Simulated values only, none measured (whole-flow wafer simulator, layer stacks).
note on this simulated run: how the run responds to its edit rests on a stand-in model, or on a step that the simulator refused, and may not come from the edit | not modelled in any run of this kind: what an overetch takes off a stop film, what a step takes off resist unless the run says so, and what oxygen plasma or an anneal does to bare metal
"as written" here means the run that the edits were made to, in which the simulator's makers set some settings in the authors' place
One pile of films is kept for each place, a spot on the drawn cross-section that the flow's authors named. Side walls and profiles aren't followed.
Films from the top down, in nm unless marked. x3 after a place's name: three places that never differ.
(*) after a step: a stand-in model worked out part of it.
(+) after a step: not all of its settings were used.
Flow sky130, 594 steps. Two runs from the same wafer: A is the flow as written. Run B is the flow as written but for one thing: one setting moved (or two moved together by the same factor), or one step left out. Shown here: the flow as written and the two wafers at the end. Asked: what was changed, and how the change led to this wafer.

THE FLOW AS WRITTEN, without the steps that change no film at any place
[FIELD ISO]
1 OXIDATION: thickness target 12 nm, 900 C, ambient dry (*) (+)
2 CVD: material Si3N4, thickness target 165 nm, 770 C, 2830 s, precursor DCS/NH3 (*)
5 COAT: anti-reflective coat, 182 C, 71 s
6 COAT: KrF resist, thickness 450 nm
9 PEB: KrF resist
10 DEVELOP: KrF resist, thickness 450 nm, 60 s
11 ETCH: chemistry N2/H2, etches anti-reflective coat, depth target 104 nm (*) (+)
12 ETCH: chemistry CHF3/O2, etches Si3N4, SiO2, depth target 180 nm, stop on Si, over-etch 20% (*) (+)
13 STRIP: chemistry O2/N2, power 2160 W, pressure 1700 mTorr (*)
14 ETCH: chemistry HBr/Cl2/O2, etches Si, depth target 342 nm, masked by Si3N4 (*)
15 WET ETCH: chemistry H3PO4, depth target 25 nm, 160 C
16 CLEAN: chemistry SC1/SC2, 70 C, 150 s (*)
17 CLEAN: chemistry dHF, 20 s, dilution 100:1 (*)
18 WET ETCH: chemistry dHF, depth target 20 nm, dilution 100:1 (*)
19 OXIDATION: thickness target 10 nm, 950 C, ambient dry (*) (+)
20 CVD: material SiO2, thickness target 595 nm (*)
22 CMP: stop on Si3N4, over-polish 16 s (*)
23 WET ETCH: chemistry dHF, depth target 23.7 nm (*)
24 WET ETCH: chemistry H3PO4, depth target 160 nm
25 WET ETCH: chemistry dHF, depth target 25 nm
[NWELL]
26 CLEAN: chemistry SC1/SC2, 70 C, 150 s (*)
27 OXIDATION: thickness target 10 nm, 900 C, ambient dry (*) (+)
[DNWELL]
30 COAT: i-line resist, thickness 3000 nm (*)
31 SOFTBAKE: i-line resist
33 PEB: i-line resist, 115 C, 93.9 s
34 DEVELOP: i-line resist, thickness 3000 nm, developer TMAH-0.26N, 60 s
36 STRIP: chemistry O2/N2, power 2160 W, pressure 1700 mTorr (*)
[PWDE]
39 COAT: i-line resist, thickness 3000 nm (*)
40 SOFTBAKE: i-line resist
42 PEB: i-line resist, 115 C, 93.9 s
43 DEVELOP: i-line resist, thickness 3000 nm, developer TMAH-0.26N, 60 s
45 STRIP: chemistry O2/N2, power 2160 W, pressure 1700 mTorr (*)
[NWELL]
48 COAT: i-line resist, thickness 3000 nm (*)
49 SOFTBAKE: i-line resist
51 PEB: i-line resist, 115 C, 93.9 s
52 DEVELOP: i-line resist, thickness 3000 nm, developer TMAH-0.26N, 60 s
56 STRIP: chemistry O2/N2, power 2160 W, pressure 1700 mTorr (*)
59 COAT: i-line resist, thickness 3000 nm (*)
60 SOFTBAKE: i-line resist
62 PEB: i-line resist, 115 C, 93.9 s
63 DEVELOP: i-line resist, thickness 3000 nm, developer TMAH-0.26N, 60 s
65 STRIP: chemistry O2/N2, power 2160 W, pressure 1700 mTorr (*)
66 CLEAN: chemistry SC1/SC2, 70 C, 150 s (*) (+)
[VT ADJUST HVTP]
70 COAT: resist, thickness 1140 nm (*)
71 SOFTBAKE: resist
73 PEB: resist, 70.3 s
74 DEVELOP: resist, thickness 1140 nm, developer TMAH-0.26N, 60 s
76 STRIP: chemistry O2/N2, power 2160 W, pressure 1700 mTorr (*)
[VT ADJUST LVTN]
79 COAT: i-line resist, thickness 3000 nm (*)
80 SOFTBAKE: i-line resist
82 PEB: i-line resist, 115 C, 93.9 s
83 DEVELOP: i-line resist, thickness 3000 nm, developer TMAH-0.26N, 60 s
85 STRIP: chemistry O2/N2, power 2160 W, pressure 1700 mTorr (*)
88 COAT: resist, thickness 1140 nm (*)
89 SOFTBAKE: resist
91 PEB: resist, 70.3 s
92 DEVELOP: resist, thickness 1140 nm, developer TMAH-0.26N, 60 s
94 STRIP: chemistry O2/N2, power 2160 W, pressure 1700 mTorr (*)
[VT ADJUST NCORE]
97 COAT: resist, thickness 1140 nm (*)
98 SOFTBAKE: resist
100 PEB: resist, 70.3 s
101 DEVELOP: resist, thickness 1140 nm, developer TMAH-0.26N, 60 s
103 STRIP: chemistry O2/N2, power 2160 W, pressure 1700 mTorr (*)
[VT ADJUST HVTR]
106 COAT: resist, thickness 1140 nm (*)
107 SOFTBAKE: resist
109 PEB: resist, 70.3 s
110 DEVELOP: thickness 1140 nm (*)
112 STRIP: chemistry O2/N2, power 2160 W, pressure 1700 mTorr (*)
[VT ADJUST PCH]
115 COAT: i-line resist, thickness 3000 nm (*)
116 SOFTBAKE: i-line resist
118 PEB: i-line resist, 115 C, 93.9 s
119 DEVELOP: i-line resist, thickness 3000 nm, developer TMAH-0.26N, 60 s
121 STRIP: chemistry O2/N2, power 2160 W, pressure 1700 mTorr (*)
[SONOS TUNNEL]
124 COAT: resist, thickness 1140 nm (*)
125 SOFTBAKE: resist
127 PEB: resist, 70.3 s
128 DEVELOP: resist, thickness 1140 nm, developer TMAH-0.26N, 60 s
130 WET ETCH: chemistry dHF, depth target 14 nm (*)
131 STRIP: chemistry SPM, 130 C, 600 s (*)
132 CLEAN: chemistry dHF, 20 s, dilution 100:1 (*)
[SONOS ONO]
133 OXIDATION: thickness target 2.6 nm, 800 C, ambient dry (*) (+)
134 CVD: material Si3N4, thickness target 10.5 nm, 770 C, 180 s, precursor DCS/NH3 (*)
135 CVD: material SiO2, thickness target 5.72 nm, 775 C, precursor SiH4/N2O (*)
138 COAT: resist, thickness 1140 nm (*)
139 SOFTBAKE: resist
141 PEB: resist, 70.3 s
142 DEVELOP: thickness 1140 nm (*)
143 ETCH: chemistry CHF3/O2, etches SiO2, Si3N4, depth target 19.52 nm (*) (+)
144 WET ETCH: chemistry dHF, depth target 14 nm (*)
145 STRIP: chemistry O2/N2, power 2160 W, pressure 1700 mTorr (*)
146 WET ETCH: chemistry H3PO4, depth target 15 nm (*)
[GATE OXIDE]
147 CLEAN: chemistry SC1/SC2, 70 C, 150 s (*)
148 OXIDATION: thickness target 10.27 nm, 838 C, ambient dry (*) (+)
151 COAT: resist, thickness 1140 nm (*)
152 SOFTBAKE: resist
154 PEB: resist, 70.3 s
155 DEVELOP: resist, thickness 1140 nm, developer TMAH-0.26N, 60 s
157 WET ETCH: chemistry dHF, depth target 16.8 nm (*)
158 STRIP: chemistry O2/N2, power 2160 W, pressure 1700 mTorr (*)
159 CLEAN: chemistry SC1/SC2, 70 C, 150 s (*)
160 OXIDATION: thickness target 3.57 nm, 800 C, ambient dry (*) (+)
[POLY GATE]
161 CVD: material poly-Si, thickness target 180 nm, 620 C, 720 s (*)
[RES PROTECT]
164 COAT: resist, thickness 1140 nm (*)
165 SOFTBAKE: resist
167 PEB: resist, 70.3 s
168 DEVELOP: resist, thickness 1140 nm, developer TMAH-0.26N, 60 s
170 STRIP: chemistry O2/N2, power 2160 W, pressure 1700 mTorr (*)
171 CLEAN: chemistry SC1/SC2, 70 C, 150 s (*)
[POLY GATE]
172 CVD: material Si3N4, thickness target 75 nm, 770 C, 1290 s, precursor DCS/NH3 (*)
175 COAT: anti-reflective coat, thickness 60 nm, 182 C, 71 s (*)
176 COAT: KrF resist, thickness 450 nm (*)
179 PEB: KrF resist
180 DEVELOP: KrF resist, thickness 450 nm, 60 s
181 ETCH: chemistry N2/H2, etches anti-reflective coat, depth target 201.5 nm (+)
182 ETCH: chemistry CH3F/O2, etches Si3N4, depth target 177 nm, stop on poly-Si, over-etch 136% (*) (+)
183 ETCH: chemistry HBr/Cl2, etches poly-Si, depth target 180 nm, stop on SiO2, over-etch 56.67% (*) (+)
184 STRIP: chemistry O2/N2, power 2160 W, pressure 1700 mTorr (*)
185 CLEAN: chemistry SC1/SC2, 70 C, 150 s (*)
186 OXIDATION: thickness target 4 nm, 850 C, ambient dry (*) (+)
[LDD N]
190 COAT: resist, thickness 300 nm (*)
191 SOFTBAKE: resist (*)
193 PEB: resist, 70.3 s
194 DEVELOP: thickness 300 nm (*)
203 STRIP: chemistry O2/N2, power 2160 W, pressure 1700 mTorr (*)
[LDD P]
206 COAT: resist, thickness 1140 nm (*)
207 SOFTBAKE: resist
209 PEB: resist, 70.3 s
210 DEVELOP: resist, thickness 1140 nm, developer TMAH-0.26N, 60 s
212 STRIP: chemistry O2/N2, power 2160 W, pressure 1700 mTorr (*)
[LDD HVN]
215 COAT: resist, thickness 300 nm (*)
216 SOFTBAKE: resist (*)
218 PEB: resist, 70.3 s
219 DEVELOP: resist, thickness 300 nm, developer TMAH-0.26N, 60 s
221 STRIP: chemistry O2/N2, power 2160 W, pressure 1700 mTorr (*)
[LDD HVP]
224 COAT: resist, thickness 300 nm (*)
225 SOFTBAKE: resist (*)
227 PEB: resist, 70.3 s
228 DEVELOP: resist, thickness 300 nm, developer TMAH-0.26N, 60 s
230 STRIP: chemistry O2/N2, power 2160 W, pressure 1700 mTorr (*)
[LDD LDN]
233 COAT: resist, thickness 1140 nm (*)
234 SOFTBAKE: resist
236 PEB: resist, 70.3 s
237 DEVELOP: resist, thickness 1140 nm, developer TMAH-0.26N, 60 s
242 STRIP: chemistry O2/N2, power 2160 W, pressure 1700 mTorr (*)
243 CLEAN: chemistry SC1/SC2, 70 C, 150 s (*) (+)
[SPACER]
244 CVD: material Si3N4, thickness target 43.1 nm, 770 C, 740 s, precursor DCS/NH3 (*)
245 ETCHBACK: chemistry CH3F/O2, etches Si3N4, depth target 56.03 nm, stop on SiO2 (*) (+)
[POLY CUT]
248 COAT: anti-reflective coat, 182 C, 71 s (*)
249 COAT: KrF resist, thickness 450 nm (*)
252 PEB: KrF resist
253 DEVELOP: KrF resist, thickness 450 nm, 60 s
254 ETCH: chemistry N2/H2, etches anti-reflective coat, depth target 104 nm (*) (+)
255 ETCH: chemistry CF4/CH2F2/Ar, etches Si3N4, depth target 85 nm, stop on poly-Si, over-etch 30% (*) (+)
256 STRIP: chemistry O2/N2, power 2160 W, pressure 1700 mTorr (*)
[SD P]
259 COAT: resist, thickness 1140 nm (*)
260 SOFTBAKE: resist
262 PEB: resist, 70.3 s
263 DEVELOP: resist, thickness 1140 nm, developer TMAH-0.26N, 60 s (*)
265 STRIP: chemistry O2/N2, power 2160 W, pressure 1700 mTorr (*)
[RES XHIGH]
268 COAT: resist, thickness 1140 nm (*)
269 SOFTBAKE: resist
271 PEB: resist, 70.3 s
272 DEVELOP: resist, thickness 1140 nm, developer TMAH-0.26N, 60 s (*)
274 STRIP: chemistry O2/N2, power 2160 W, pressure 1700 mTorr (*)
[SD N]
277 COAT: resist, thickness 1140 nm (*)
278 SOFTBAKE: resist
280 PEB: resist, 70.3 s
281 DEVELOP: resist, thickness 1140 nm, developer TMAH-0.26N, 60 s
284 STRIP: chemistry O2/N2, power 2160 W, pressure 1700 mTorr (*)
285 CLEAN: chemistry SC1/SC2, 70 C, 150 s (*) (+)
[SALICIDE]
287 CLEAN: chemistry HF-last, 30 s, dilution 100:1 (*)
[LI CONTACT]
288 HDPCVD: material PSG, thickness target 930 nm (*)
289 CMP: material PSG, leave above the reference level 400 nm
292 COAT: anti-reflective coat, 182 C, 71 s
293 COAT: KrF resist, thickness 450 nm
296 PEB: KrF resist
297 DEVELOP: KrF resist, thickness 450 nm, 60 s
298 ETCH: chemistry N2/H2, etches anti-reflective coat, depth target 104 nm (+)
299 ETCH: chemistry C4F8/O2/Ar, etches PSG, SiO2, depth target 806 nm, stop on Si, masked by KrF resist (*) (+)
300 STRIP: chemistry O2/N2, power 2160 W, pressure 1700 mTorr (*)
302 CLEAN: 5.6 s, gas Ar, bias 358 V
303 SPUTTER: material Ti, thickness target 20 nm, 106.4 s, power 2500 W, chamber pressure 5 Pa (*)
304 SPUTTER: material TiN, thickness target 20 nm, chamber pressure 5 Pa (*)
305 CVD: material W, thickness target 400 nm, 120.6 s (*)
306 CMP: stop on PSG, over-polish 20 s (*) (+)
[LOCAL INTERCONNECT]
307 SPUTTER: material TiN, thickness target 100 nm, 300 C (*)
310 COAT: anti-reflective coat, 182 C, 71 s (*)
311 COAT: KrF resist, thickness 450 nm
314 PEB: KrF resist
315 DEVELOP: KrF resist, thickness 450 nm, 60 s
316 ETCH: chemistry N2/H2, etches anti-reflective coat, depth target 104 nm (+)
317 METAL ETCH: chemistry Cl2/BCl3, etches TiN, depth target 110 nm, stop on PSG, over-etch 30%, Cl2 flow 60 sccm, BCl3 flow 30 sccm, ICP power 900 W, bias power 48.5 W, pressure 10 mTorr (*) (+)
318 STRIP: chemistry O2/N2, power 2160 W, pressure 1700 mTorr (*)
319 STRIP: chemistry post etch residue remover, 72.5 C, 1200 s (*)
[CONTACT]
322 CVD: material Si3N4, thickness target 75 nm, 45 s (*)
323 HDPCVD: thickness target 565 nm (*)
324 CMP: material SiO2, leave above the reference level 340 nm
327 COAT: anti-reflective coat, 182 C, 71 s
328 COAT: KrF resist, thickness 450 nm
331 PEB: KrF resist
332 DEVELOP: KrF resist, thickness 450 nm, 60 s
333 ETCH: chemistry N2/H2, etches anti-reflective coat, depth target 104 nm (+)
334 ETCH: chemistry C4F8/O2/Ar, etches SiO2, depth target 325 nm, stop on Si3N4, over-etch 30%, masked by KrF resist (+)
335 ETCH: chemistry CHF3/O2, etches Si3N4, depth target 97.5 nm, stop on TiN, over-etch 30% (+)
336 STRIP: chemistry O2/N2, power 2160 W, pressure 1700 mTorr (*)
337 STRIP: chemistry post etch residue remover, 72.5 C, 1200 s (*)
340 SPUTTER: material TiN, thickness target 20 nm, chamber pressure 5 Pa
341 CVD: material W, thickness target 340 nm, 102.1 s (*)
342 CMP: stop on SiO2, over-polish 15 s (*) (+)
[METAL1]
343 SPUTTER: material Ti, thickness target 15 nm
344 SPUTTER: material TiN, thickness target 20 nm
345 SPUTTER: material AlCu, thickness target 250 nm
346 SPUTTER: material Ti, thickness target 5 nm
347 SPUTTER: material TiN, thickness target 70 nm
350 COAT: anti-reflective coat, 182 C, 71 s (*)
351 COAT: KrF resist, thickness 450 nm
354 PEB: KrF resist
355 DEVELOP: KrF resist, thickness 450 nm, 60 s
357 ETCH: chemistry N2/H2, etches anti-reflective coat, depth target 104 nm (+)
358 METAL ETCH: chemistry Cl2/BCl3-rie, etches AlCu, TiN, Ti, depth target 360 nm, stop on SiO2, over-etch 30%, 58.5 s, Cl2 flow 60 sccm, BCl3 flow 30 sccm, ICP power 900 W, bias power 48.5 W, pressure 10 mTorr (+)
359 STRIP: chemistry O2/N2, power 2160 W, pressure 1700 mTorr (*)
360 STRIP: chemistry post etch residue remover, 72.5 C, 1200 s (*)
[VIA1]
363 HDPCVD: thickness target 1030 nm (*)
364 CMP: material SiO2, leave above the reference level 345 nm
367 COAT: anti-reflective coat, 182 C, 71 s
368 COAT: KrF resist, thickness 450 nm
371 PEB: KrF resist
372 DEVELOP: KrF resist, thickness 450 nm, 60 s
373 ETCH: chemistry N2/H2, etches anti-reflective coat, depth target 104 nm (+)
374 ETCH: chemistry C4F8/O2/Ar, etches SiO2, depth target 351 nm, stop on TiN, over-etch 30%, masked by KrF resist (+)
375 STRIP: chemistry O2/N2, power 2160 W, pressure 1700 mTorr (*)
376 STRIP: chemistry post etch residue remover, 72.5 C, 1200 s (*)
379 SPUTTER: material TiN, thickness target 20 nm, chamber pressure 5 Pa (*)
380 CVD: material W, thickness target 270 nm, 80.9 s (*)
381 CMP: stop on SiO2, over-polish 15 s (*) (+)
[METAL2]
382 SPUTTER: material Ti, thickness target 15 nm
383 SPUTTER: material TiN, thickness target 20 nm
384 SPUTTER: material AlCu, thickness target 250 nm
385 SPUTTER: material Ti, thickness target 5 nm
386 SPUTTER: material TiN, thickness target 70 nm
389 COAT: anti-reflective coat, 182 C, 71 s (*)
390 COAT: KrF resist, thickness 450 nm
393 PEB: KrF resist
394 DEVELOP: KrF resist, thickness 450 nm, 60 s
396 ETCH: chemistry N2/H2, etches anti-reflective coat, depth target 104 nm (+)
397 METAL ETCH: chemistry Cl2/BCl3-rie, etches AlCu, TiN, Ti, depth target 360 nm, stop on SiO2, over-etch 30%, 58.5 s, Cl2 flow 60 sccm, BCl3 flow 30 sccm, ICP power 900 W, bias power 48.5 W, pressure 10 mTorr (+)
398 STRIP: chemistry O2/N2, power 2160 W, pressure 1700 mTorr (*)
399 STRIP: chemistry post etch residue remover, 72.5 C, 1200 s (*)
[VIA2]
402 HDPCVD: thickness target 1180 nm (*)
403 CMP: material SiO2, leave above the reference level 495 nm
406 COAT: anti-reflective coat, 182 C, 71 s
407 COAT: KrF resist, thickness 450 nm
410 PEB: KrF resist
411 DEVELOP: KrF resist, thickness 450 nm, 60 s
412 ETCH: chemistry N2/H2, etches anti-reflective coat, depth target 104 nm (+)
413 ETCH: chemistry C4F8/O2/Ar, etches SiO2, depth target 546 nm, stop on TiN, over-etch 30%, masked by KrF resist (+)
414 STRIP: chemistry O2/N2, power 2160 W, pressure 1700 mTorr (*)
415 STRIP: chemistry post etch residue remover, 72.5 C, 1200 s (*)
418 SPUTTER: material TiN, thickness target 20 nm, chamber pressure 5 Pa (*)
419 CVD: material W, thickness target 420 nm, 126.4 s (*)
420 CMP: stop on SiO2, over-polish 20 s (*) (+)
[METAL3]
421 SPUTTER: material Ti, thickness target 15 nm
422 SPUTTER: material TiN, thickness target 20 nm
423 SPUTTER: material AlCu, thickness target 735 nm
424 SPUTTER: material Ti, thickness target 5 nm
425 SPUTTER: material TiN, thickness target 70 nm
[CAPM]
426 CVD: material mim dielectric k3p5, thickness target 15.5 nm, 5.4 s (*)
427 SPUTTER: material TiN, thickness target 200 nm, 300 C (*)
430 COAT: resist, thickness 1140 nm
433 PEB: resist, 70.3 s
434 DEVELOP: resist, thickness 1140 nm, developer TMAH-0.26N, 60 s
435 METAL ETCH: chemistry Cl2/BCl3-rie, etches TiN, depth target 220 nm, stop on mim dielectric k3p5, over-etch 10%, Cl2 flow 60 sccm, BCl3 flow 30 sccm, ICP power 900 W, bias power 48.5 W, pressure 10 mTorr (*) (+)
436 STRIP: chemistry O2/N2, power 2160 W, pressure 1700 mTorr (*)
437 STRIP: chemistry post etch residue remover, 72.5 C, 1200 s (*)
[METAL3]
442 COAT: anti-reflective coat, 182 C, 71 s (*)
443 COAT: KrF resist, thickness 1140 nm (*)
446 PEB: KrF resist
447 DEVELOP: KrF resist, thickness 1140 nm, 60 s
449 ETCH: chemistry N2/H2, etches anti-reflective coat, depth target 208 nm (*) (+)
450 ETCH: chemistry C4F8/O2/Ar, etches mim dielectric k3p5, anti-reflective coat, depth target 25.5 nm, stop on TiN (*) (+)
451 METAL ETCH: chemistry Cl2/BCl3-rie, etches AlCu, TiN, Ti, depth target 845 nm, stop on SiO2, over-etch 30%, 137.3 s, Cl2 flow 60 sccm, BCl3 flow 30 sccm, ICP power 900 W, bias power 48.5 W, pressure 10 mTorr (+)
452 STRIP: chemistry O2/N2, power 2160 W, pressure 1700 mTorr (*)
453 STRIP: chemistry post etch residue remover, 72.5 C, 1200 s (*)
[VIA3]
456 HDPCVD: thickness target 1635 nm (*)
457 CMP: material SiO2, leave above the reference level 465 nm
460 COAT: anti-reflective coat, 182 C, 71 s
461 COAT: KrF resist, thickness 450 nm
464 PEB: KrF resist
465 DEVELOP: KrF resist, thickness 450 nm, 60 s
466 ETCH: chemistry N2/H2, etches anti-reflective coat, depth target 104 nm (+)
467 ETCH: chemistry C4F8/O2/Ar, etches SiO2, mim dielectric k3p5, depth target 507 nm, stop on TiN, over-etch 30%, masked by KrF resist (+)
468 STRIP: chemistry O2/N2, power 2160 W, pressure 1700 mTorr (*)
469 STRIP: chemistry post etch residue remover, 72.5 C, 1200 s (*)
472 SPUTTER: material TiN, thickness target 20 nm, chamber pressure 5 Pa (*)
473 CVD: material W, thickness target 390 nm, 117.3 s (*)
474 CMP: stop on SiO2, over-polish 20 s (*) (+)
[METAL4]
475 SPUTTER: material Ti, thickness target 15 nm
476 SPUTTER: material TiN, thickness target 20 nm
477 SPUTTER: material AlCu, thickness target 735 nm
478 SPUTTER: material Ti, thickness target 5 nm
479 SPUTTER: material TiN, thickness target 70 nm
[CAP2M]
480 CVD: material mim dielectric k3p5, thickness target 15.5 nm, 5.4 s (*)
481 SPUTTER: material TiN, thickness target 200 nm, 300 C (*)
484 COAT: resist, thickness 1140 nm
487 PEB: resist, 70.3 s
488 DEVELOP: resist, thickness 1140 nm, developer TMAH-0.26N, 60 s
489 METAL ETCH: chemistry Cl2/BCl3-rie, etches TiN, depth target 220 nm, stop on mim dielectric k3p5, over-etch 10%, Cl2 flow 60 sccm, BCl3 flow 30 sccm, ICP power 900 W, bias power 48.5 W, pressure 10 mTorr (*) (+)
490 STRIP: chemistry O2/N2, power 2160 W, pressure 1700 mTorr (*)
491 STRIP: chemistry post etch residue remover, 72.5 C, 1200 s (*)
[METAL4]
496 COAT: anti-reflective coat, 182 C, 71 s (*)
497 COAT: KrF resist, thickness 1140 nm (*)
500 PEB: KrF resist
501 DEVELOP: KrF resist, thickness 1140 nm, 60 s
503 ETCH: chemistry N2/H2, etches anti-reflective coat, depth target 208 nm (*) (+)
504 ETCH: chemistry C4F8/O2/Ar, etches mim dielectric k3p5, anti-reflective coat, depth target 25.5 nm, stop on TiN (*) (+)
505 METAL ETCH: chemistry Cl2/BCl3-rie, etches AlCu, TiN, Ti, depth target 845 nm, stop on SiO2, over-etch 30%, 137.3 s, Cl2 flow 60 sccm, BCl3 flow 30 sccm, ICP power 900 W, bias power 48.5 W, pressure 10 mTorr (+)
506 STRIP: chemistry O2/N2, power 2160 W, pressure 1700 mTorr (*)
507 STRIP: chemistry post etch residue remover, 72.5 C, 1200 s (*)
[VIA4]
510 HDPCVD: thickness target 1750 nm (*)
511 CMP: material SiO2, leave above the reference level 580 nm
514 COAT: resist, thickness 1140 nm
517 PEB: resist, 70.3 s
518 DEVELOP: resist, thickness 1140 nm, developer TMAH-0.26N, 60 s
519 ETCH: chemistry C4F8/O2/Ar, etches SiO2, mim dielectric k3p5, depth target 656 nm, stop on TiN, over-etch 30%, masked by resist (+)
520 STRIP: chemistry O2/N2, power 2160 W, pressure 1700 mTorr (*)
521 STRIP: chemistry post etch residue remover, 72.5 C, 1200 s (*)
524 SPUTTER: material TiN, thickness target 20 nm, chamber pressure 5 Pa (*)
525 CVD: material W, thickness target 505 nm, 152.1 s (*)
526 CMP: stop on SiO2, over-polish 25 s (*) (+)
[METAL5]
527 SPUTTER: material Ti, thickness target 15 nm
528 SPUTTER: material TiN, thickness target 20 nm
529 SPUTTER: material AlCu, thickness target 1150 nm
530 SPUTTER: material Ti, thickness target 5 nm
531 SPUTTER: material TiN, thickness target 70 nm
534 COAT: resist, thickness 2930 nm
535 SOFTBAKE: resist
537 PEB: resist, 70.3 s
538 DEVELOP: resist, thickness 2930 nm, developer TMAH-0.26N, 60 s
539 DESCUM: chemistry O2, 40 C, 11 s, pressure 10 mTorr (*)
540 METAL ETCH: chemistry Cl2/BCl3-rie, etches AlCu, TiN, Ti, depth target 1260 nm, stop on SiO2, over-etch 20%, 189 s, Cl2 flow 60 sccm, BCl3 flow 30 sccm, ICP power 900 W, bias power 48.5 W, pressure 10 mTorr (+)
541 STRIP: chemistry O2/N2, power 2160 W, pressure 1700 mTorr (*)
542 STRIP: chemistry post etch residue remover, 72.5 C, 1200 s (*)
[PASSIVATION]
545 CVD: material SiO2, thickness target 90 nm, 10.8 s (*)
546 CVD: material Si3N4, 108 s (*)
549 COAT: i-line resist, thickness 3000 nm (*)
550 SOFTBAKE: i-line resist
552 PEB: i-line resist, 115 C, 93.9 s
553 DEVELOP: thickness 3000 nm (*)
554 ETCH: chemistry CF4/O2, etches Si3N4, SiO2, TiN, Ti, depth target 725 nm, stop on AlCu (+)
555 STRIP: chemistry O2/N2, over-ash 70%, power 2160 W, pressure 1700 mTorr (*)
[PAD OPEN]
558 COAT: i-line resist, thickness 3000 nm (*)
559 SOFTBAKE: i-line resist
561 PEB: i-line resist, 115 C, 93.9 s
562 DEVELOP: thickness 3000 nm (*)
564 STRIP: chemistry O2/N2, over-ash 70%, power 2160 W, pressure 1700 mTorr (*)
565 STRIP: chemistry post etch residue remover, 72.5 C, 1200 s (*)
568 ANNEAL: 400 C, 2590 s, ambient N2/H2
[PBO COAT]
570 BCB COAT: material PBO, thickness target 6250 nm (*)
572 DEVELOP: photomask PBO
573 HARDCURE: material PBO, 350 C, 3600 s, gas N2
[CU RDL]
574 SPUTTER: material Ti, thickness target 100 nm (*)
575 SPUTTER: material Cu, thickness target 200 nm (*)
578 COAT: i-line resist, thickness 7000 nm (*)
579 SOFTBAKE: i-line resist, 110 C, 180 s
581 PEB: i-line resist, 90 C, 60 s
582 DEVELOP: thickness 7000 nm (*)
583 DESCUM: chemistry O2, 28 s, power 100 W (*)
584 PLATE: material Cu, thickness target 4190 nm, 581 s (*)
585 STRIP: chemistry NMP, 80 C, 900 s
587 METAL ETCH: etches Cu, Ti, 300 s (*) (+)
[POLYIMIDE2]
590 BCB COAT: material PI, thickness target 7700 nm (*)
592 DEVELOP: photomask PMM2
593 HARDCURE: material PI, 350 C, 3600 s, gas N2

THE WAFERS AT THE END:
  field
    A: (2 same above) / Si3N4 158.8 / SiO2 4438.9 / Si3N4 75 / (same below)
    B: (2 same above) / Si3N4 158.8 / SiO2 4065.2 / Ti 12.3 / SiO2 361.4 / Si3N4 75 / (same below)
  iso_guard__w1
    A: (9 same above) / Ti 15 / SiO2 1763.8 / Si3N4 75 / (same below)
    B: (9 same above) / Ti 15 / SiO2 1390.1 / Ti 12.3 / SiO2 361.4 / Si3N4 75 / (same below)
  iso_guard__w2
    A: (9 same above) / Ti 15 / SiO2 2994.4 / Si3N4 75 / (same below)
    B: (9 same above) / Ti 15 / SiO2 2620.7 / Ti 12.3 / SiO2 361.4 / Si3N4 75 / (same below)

The cause: step 358, METAL ETCH: depth target 266.4 nm was run, where the flow has depth target 360 nm; step 358, METAL ETCH: 43.3 s was run, where the flow has 58.5 s.

How the change led to this, step by step:
  358 METAL ETCH: chemistry Cl2/BCl3-rie, etches AlCu, TiN, Ti, depth target 360 nm, stop on SiO2, over-etch 30%, 58.5 s, Cl2 flow 60 sccm, BCl3 flow 30 sccm, ICP power 900 W, bias power 48.5 W, pressure 10 mTorr (+)
      field, active, gate and 80 more: A TiN -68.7 (all of it), Ti -5 (all of it), AlCu -250 (all of it), TiN -20 (all of it), Ti -15 (all of it), SiO2 -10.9 | B TiN -68.7 (all of it), Ti -5 (all of it), AlCu -250 (all of it), TiN -20 (all of it), Ti -2.65
      rpo_hd: A TiN -68.7 (all of it), Ti -5 (all of it), AlCu -250 (all of it), TiN -20 (all of it), Ti -15 (all of it), SiO2 -10.9 | B TiN -68.7 (all of it), Ti -5 (all of it), AlCu -250 (all of it), TiN -20 (all of it), Ti -2.66
      (and at 107 more places)
  359 STRIP: chemistry O2/N2, power 2160 W, pressure 1700 mTorr (*)
      n_well, p_well, gate_hv and 100 more: A KrF resist -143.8 (all of it), anti-reflective coat -80 (all of it) | B KrF resist -204.7 (all of it), anti-reflective coat -80 (all of it)
      poly_licon, ndiff_licon, ndiff_licon_cpp, rpo_hd_licon: A KrF resist -143.9 (all of it), anti-reflective coat -80.5 (all of it) | B KrF resist -204.7 (all of it), anti-reflective coat -80.5 (all of it)
  363 HDPCVD: thickness target 1030 nm (*)
      field, active, gate and 81 more: A SiO2 +1030 | B SiO2 +1030 (new film)
  364 CMP: material SiO2, leave above the reference level 345 nm
      field, active, gate and 81 more: A SiO2 -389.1 | B SiO2 -412.3
Counting metal films that touch as one body, field has 1 body; the flow as written gives 0 bodies.
Counting metal films that touch as one body, iso_guard__w1 has 2 bodies (between them, from the top down: SiO2 1390.1); the flow as written gives 1 body.
Counting metal films that touch as one body, iso_guard__w2 has 2 bodies (between them, from the top down: SiO2 2620.7); the flow as written gives 1 body.
